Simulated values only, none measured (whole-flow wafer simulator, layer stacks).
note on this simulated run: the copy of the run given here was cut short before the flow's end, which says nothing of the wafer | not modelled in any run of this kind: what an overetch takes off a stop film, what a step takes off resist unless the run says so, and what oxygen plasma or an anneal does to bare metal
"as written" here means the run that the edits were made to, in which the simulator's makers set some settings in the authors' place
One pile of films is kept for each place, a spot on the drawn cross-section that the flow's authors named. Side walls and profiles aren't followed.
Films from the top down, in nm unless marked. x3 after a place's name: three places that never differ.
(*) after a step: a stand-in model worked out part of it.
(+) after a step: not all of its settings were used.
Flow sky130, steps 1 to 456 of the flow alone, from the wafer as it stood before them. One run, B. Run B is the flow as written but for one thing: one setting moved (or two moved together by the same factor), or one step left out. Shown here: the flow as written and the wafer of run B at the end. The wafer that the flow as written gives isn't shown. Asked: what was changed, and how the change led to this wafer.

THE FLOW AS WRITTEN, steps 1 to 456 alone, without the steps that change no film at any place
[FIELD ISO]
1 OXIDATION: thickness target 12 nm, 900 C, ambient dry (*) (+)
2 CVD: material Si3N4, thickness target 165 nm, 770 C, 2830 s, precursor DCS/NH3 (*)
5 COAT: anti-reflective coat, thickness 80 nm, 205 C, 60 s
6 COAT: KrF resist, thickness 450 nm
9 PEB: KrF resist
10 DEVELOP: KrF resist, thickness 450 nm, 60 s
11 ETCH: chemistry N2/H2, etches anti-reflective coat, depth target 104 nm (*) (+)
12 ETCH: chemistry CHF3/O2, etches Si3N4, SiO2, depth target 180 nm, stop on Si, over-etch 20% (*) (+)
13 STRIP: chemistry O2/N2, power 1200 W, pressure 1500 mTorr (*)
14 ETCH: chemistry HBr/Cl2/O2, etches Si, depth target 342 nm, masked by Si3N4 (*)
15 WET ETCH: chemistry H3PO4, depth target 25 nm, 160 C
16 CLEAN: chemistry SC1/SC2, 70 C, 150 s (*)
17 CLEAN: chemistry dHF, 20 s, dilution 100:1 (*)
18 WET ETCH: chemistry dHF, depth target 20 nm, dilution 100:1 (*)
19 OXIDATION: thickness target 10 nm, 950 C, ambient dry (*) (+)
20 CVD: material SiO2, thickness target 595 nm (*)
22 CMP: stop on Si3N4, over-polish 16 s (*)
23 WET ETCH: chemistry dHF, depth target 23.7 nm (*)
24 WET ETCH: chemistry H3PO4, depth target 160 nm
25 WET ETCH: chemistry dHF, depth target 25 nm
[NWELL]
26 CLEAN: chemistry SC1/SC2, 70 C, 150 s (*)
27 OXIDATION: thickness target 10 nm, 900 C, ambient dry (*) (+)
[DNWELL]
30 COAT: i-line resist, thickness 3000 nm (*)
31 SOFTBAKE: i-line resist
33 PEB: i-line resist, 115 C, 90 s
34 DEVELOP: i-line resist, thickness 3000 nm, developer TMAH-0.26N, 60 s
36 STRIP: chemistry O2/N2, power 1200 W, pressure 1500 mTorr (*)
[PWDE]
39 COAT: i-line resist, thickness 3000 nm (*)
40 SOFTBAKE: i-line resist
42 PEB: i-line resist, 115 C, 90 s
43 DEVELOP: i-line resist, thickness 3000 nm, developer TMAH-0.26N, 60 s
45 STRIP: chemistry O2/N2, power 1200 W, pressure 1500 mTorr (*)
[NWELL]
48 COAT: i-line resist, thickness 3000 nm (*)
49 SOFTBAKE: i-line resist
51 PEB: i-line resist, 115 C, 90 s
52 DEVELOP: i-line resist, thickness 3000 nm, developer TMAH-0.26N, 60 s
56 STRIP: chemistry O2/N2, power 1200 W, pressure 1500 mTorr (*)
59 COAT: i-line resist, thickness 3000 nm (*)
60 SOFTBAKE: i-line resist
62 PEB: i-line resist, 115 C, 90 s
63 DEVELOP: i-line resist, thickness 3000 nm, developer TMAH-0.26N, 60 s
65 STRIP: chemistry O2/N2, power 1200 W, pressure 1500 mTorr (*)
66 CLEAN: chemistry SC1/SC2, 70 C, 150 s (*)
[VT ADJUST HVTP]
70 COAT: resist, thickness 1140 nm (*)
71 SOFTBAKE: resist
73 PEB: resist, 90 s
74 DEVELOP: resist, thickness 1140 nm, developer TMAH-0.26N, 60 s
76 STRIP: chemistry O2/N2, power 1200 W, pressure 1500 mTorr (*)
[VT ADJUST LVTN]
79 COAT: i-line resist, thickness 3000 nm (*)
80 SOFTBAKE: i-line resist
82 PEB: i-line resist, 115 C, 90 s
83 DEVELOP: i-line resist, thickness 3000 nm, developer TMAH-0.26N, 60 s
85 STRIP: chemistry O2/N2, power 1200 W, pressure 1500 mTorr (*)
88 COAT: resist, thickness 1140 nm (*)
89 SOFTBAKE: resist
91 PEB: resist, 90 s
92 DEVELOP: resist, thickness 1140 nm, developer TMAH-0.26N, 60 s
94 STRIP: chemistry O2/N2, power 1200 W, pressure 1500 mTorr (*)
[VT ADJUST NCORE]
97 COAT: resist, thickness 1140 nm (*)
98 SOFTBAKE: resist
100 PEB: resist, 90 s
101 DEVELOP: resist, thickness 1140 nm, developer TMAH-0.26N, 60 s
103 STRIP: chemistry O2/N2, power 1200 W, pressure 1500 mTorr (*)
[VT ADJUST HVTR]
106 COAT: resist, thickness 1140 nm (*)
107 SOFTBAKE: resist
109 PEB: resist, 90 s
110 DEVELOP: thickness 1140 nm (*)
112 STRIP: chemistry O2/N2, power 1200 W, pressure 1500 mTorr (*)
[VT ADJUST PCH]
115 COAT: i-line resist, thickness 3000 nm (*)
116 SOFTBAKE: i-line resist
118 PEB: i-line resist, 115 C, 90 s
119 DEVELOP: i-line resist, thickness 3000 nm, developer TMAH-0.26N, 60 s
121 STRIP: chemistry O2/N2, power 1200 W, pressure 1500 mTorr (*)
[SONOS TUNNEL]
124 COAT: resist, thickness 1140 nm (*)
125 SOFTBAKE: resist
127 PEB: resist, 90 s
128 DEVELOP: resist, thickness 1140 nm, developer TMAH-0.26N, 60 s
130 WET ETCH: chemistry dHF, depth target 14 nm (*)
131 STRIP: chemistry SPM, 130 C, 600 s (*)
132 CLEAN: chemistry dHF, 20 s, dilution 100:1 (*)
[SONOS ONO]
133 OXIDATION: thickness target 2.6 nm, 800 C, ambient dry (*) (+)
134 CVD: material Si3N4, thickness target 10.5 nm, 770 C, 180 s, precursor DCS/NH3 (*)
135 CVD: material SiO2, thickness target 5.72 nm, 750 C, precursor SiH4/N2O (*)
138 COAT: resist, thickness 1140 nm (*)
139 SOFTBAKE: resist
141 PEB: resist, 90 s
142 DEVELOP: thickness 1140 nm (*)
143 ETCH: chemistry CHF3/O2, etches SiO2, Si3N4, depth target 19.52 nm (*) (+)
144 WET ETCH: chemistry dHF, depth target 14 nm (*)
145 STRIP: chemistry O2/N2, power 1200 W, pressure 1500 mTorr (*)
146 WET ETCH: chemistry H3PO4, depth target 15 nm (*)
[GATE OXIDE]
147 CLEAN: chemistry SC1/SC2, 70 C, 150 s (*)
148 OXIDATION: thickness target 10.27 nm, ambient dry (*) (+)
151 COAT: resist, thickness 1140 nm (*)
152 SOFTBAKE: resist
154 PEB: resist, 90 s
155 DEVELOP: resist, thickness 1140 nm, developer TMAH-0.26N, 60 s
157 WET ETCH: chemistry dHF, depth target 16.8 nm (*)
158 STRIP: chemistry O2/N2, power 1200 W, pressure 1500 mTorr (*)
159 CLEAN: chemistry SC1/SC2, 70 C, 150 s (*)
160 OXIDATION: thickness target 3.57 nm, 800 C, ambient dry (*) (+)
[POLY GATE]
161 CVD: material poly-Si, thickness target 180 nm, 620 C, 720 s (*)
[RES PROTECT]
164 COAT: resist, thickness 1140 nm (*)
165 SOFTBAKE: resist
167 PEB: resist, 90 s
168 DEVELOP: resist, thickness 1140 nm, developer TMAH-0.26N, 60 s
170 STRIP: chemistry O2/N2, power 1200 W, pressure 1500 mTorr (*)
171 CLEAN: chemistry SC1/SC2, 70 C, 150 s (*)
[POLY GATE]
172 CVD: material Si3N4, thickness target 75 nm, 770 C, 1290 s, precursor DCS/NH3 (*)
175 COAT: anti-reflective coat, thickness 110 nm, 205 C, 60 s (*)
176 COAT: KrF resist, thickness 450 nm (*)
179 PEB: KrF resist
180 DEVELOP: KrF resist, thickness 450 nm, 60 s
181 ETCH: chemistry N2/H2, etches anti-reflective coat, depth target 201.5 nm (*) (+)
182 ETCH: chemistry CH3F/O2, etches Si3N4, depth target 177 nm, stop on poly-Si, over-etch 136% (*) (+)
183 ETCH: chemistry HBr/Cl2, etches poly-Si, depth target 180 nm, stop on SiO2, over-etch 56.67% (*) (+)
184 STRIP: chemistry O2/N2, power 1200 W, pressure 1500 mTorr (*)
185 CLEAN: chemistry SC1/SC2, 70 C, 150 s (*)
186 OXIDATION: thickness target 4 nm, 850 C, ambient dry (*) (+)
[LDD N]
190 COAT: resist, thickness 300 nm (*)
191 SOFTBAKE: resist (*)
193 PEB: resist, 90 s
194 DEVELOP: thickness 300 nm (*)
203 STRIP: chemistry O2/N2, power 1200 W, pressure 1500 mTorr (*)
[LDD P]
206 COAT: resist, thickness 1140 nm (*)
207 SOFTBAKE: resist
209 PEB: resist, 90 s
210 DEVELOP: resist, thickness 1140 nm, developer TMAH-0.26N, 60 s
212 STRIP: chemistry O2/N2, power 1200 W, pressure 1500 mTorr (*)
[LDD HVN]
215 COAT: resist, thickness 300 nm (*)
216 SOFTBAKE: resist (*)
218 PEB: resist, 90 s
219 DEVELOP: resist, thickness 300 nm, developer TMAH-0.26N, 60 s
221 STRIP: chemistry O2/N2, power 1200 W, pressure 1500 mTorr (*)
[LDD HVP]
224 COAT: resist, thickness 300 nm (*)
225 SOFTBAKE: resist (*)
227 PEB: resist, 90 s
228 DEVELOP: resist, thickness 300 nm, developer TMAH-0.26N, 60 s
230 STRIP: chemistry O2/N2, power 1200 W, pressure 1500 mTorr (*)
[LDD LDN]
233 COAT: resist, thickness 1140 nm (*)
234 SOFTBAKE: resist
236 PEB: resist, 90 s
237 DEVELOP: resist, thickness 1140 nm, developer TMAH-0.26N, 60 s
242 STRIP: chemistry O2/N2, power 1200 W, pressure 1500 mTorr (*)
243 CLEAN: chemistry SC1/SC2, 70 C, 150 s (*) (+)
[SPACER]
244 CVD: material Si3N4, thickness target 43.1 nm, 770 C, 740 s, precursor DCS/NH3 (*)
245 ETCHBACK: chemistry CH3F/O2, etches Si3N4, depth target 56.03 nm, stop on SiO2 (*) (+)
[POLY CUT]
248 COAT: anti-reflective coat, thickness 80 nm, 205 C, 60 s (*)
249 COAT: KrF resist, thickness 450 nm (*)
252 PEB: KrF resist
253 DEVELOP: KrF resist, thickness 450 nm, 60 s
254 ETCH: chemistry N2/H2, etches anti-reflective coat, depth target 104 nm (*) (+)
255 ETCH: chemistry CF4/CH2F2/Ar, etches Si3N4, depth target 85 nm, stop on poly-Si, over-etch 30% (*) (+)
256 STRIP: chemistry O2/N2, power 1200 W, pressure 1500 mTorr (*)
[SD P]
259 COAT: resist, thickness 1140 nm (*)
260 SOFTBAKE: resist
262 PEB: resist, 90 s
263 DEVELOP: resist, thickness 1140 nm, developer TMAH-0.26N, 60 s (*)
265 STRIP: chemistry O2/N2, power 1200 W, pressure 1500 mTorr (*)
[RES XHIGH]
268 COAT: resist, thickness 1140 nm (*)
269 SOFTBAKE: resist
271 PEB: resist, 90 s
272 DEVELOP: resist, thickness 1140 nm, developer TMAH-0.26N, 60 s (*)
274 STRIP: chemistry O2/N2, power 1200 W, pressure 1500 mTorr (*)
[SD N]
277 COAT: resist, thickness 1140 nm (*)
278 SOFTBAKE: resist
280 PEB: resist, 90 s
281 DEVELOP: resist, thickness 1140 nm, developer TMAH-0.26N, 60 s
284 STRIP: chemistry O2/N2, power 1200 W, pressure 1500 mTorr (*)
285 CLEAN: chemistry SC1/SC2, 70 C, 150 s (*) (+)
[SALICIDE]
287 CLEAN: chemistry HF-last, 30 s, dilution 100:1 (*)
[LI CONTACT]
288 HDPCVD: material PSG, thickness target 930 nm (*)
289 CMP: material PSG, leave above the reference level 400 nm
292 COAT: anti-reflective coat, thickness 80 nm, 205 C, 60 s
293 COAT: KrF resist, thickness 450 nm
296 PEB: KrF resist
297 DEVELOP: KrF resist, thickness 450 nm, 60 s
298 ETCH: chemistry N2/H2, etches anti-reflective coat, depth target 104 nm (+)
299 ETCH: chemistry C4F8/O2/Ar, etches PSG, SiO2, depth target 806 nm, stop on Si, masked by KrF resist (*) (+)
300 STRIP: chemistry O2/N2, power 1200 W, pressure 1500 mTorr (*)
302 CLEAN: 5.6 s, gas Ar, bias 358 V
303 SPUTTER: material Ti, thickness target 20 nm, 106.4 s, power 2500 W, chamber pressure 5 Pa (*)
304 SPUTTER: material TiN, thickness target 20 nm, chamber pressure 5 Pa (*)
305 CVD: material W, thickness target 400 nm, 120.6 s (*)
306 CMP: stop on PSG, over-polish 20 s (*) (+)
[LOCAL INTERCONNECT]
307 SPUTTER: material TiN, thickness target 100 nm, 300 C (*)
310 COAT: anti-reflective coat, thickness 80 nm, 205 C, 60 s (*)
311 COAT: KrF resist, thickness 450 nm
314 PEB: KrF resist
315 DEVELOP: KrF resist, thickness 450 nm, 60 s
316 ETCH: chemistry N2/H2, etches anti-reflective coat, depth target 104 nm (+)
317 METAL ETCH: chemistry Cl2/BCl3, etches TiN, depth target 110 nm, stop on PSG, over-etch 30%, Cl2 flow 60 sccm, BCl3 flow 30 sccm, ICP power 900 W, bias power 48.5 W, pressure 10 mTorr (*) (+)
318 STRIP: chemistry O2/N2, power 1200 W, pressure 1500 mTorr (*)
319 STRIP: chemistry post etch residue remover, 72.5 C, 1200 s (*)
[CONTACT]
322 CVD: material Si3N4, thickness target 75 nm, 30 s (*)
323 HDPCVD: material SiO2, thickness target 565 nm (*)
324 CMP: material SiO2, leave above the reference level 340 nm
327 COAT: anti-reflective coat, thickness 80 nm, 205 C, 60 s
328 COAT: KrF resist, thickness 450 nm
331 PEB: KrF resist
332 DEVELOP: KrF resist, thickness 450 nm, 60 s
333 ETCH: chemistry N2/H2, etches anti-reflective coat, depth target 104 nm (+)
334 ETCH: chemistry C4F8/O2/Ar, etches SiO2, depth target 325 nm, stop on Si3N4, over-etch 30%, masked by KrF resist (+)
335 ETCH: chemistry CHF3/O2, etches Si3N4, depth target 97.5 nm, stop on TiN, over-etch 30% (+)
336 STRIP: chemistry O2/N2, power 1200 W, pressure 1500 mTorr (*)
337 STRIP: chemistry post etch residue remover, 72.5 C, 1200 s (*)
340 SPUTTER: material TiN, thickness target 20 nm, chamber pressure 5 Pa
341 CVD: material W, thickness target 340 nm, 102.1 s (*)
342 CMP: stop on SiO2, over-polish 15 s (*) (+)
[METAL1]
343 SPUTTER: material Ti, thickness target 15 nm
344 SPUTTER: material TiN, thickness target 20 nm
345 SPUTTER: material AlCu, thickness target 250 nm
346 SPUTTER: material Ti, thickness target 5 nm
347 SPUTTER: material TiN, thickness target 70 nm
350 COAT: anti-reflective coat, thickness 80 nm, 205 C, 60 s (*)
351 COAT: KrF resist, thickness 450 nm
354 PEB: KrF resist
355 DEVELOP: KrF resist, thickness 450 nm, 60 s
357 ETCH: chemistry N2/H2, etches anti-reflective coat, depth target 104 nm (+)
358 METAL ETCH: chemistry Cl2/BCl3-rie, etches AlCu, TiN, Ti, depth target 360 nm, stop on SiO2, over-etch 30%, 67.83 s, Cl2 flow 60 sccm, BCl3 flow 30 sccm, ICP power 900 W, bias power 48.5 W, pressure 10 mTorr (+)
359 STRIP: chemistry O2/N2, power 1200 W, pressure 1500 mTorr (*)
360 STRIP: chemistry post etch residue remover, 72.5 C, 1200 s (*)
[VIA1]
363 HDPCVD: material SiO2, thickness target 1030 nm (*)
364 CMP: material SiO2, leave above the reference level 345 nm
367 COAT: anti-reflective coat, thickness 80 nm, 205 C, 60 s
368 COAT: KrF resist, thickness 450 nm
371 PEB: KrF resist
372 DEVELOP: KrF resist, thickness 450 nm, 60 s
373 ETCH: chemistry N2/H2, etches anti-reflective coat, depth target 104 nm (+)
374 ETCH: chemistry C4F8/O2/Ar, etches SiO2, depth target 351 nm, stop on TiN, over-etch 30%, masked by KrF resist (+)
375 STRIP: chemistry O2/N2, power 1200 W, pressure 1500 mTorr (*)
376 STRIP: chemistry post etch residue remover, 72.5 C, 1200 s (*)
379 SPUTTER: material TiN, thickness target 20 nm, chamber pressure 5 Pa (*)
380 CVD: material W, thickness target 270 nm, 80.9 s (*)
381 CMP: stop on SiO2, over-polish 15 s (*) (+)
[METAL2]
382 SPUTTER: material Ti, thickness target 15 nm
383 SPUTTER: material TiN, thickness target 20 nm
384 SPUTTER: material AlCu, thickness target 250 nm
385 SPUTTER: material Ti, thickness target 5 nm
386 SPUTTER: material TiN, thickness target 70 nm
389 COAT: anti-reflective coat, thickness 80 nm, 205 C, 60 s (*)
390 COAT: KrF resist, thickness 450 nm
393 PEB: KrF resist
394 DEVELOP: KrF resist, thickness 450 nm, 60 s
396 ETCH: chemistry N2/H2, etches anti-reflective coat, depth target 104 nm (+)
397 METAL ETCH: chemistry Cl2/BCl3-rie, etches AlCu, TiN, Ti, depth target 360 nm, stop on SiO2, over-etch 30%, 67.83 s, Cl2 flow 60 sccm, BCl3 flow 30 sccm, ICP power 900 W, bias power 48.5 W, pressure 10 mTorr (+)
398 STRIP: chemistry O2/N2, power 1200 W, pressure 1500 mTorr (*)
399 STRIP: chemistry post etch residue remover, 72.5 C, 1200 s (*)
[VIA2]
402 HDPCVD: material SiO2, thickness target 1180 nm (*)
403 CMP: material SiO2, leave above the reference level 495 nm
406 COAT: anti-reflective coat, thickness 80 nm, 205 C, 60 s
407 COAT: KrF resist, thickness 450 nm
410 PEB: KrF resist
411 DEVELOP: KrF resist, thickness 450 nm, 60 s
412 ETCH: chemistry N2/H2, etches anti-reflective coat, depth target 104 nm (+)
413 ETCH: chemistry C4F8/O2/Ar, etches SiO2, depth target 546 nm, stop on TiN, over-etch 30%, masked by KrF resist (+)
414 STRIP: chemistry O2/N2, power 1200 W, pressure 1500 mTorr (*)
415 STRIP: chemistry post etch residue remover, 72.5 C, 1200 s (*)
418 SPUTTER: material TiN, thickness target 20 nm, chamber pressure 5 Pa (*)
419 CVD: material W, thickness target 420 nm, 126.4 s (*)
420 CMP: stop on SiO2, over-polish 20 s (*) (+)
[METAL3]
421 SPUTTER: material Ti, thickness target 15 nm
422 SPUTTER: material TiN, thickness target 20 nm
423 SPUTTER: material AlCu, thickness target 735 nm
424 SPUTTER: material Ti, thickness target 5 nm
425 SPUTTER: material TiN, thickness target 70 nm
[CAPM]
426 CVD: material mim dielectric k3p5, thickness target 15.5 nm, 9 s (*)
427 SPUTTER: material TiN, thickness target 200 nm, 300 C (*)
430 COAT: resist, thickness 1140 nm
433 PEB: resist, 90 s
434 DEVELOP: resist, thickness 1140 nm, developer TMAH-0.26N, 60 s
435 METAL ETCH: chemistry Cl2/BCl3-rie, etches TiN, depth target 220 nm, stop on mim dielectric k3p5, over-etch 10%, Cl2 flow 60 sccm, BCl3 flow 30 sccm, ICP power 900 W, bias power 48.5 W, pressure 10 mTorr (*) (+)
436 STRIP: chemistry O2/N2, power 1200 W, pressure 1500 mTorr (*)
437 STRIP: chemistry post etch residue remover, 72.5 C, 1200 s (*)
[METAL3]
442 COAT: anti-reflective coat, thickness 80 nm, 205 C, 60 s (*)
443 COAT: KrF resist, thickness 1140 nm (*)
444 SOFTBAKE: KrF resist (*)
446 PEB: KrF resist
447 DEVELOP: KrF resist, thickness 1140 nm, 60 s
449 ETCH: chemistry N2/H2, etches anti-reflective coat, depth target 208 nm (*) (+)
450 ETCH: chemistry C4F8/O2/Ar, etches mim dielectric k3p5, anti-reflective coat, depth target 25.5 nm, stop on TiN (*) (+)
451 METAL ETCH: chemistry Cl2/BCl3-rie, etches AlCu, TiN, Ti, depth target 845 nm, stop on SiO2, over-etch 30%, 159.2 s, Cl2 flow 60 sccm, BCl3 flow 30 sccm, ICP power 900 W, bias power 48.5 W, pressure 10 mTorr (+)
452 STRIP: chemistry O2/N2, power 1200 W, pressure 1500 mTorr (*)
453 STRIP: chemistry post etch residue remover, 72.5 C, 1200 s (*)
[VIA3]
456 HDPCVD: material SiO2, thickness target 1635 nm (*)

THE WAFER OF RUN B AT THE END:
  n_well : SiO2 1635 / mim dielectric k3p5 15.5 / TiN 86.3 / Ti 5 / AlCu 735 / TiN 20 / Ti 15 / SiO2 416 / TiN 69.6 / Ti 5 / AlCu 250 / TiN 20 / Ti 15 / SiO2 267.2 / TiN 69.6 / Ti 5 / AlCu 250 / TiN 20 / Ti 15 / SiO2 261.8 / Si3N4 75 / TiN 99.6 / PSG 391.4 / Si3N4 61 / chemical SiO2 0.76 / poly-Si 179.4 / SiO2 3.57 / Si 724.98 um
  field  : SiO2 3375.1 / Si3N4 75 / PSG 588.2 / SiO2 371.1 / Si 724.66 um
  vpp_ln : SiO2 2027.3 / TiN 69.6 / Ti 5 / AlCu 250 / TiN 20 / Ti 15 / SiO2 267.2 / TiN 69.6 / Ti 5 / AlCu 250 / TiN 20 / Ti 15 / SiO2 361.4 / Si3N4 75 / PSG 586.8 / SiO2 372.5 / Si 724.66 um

The cause: step 425, SPUTTER: thickness target 86.3 nm was run, where the flow has thickness target 70 nm.
It can be read off the wafer: n_well has TiN 86.3, and step 425 as written asks for 70 nm.

How the change led to this, step by step:
  425 SPUTTER: material TiN, thickness target 70 nm
      field, active, n_well and 188 more: TiN +86.3 (new film) (as written it would be: TiN +70 (new film))
  451 METAL ETCH: chemistry Cl2/BCl3-rie, etches AlCu, TiN, Ti, depth target 845 nm, stop on SiO2, over-etch 30%, 159.2 s, Cl2 flow 60 sccm, BCl3 flow 30 sccm, ICP power 900 W, bias power 48.5 W, pressure 10 mTorr (+)
      field, active, gate and 69 more: TiN -86.3 (all of it), Ti -5 (all of it), AlCu -735 (all of it), TiN -20 (all of it), Ti -15 (all of it), SiO2 -23.7 (as written it would be: TiN -70 (all of it), Ti -5 (all of it), AlCu -735 (all of it), TiN -20 (all of it), Ti -15 (all of it), SiO2 -25.4)
      vpp_ln, vpp_iso2, ndiff_ln and 10 more: TiN -86.3 (all of it), Ti -5 (all of it), AlCu -735 (all of it), TiN -20 (all of it), Ti -15 (all of it), SiO2 -23.7 (as written it would be: TiN -70 (all of it), Ti -5 (all of it), AlCu -735 (all of it), TiN -20 (all of it), Ti -15 (all of it), SiO2 -25.3)
